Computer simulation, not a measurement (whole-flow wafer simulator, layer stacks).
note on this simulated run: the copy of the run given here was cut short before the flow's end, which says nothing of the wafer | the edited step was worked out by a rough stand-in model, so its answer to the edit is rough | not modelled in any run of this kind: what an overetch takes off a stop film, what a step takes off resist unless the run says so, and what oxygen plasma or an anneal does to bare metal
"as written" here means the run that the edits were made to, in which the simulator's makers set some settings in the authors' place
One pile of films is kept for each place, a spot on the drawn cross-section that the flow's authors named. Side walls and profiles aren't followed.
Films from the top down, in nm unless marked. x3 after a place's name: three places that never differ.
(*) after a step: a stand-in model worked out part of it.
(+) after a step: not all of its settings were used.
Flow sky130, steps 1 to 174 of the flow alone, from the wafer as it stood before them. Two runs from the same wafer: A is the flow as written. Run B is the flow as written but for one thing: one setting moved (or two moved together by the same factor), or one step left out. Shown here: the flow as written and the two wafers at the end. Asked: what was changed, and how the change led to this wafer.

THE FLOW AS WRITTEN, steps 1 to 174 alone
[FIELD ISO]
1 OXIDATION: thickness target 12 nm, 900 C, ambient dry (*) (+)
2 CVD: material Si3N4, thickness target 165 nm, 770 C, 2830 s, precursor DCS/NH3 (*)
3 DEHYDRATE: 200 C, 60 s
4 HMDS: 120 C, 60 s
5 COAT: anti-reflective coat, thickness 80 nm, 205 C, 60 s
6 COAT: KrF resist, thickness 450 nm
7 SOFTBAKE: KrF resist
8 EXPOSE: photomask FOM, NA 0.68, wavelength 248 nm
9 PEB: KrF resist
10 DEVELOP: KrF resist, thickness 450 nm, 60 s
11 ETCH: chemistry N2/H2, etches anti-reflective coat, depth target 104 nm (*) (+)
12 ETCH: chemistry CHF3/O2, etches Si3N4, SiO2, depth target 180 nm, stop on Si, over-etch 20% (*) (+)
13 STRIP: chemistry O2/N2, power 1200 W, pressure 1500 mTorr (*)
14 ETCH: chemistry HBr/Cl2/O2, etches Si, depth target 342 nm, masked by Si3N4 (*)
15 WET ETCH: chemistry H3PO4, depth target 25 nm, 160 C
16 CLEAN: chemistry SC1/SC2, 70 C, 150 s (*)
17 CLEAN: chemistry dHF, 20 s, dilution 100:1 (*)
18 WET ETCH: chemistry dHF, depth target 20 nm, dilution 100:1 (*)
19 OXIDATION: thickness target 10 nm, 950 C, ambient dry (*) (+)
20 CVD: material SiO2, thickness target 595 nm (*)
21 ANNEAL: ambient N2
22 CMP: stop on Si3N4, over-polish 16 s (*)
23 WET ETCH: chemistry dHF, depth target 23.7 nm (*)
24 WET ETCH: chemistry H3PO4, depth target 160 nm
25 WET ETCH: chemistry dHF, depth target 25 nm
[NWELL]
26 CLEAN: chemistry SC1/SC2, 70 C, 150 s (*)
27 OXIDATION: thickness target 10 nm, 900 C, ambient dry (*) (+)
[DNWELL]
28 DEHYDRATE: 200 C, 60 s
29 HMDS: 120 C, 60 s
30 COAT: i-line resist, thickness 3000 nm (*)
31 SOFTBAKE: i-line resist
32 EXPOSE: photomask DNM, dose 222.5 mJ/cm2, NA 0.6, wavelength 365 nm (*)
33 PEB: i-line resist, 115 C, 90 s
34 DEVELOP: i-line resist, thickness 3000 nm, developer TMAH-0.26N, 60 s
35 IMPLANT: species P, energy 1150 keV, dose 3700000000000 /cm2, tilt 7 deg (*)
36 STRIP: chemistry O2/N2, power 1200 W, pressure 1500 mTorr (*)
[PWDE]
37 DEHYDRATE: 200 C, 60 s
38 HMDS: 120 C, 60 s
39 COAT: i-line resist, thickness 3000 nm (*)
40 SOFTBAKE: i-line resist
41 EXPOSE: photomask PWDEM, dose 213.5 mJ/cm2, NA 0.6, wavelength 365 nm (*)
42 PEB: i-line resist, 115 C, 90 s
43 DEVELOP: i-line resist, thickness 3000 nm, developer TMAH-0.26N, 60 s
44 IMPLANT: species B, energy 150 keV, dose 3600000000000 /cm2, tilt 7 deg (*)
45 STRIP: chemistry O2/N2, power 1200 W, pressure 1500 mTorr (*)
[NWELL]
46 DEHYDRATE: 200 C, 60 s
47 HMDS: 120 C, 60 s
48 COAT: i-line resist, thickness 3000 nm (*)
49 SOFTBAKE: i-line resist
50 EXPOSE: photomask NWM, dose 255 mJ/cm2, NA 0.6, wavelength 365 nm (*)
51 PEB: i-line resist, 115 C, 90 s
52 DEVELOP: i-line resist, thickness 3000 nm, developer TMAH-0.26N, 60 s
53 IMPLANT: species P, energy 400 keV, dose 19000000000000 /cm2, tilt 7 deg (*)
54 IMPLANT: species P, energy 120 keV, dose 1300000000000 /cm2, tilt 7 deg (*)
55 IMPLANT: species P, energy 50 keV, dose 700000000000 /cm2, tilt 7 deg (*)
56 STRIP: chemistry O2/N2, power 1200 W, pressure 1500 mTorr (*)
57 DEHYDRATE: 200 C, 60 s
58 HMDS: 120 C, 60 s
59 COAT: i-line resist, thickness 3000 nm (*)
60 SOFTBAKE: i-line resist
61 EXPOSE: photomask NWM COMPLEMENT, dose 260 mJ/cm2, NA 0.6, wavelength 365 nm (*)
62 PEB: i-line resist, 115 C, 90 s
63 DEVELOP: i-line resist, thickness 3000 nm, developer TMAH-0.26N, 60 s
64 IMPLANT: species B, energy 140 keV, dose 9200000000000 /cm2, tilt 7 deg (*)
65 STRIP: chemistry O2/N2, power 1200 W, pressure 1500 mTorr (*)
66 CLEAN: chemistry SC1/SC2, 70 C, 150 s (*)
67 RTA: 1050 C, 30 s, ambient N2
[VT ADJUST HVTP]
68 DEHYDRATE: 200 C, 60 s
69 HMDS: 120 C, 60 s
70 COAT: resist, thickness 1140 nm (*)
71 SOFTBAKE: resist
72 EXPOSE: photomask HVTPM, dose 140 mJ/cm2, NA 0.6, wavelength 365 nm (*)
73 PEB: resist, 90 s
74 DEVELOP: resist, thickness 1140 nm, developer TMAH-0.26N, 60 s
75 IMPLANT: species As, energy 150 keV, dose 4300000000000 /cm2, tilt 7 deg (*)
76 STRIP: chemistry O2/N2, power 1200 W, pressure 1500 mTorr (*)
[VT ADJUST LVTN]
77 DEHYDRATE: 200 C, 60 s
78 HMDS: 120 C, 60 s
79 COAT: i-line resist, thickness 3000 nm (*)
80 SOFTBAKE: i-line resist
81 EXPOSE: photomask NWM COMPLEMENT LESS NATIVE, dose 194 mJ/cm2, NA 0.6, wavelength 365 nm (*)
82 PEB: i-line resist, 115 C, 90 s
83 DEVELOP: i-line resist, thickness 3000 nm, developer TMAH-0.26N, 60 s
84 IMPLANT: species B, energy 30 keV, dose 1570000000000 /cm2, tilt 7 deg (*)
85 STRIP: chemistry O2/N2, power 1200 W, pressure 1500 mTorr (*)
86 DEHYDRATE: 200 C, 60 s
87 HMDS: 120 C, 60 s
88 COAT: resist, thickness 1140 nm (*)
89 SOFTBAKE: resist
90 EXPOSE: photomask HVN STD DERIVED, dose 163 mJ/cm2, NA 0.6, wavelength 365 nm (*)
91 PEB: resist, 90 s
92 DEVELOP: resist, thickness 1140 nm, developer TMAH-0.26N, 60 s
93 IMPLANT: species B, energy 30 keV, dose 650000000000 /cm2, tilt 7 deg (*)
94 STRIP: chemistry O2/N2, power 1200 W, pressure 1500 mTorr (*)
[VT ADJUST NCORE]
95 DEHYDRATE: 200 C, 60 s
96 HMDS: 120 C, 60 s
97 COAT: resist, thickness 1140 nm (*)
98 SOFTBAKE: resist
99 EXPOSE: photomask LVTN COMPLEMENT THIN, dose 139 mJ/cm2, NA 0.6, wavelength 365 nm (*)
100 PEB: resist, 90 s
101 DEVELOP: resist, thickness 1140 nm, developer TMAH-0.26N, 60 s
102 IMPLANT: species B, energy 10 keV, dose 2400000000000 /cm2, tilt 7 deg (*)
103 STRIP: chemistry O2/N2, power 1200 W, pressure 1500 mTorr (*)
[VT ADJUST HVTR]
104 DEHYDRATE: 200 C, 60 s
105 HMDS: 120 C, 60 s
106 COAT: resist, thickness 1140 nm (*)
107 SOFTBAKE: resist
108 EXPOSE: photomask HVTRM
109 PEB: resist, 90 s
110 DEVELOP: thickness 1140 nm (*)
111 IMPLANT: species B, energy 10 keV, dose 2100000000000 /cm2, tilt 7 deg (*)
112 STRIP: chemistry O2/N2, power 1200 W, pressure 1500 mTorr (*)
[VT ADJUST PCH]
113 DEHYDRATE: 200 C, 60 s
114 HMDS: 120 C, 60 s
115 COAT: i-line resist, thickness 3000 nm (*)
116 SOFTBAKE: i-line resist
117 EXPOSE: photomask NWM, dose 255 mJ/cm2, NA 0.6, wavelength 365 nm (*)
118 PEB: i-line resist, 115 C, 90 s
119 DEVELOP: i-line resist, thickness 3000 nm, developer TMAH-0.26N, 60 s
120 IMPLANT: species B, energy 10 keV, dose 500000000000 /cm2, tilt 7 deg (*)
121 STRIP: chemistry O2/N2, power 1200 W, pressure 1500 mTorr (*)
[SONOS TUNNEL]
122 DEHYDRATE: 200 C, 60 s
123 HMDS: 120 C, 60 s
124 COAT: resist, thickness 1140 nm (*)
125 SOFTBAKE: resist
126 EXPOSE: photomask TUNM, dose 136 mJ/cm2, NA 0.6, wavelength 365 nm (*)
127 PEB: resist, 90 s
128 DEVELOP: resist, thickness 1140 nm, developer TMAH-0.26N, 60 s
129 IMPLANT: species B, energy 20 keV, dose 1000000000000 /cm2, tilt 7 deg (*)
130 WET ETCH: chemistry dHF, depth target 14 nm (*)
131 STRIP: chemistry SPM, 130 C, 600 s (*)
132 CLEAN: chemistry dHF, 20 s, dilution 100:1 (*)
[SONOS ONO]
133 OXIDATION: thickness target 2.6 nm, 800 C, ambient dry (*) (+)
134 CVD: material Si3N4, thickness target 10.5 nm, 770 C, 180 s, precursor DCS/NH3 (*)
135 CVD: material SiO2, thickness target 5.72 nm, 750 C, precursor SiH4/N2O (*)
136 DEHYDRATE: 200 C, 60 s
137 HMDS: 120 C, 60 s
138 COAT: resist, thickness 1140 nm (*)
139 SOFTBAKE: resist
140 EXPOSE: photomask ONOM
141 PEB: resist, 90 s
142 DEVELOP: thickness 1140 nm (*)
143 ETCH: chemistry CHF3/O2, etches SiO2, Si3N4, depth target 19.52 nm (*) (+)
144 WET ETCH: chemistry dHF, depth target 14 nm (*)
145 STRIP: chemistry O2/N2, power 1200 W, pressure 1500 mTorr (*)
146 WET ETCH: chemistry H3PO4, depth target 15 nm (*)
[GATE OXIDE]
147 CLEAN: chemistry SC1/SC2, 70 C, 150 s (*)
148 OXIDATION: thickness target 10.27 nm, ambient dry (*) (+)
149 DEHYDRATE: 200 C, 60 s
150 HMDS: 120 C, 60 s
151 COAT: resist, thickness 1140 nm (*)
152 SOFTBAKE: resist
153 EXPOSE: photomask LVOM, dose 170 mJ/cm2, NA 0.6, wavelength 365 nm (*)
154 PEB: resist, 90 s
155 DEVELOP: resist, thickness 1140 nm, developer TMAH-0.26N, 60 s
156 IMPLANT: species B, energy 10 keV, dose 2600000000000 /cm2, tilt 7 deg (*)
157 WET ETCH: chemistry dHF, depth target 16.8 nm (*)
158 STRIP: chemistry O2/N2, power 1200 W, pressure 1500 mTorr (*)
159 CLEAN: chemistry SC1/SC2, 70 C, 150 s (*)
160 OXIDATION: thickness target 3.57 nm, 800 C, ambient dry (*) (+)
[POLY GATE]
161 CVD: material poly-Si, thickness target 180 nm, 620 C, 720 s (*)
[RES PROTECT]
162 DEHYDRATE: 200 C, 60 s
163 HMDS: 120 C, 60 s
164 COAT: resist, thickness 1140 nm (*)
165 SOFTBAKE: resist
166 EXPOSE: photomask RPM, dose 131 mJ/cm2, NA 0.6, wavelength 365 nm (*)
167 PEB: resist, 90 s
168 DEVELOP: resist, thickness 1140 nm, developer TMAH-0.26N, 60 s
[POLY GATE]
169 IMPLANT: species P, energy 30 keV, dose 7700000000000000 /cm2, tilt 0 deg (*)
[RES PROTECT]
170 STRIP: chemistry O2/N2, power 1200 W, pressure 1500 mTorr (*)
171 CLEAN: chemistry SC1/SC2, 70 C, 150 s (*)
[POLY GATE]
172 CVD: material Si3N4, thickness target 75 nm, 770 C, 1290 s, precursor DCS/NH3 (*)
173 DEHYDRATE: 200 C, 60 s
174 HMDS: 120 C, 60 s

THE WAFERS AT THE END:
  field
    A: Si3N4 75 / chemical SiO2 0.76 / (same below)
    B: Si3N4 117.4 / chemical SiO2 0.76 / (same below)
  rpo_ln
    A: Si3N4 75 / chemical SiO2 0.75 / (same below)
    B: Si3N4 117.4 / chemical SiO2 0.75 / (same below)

The cause: step 172, CVD: 805 C was run, where the flow has 770 C.

How the change led to this, step by step:
  172 CVD: material Si3N4, thickness target 75 nm, 770 C, 1290 s, precursor DCS/NH3 (*)
      field, active, n_well and 187 more: A Si3N4 +75 (new film) | B Si3N4 +117.4 (new film)
